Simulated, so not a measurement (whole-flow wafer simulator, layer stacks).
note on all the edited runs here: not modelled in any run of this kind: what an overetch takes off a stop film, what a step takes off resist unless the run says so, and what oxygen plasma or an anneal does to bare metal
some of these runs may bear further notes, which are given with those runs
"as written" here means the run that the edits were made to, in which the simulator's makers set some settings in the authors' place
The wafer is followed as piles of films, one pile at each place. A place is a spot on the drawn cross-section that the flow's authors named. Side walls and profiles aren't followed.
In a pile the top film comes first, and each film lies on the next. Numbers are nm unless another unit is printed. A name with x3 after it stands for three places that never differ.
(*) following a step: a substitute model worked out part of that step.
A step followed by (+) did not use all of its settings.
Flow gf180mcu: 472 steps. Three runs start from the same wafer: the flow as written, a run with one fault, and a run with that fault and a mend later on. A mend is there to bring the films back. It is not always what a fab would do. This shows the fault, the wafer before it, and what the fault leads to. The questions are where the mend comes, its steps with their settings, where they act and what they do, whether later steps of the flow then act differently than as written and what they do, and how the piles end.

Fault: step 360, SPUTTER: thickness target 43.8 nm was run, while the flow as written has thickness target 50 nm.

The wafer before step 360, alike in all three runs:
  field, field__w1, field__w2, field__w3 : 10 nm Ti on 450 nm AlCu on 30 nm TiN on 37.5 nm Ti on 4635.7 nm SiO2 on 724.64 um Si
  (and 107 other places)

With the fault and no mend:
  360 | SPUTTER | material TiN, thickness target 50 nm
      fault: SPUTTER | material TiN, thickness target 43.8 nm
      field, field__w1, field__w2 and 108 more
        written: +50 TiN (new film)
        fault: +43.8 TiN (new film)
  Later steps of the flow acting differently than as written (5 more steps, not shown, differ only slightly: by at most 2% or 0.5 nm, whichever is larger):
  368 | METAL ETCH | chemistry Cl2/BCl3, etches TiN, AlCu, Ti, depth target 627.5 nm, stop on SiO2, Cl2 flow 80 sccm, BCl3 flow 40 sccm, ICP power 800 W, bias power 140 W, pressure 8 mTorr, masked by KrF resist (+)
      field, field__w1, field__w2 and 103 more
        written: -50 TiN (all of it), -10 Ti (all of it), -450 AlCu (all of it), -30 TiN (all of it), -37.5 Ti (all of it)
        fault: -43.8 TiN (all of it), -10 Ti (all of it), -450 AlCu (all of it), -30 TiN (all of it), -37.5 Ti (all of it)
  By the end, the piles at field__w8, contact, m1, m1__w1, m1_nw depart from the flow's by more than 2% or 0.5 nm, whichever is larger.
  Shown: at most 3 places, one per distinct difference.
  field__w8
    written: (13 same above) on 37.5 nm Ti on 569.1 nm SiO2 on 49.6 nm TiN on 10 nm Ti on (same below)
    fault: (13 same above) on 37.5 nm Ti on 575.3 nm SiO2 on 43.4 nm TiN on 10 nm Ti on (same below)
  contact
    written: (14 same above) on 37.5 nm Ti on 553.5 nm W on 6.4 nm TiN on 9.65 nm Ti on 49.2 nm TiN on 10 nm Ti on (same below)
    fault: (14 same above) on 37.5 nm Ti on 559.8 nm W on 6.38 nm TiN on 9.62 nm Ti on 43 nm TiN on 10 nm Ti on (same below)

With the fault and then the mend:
  The mend follows step 367.
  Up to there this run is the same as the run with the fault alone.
  367a | STRIP | chemistry O2/N2, power 2160 W, pressure 1700 mTorr (*)
      field__w8, contact, m1, m1__w1, m1_nw
        -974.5 KrF resist (all of it)
  367b | SPUTTER | material TiN, thickness target 6.2 nm (the flow's step 360 again, with other settings)
      field, field__w1, field__w2 and 108 more
        +6.2 TiN
  367c | HMDS | 120 C, 60 s (the flow's step 362 again)
      leaves every film unchanged at each place that is followed
  367d | COAT | KrF resist, thickness 1000 nm (the flow's step 363 again)
      field, field__w1, field__w2 and 108 more
        +1000 KrF resist (new film)
  367e | SOFTBAKE | KrF resist (the flow's step 364 again)
      leaves every film unchanged at each place that is followed
  367f | EXPOSE | photomask Metal4 (the flow's step 365 again)
      leaves every film unchanged at each place that is followed
  367g | PEB | KrF resist, 135 C, 90 s (the flow's step 366 again)
      field, field__w1, field__w2 and 108 more
        -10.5 KrF resist
  367h | DEVELOP | thickness 1000 nm, 60 s (the flow's step 367 again)
      field, field__w1, field__w2 and 103 more
        -989.5 KrF resist (all of it)
      field__w8, contact, m1, m1__w1, m1_nw
        -14.9 KrF resist
  None of the later steps of the flow acts differently than as written at any place that is followed.
  The piles end the same as the flow's at every place that both follow.
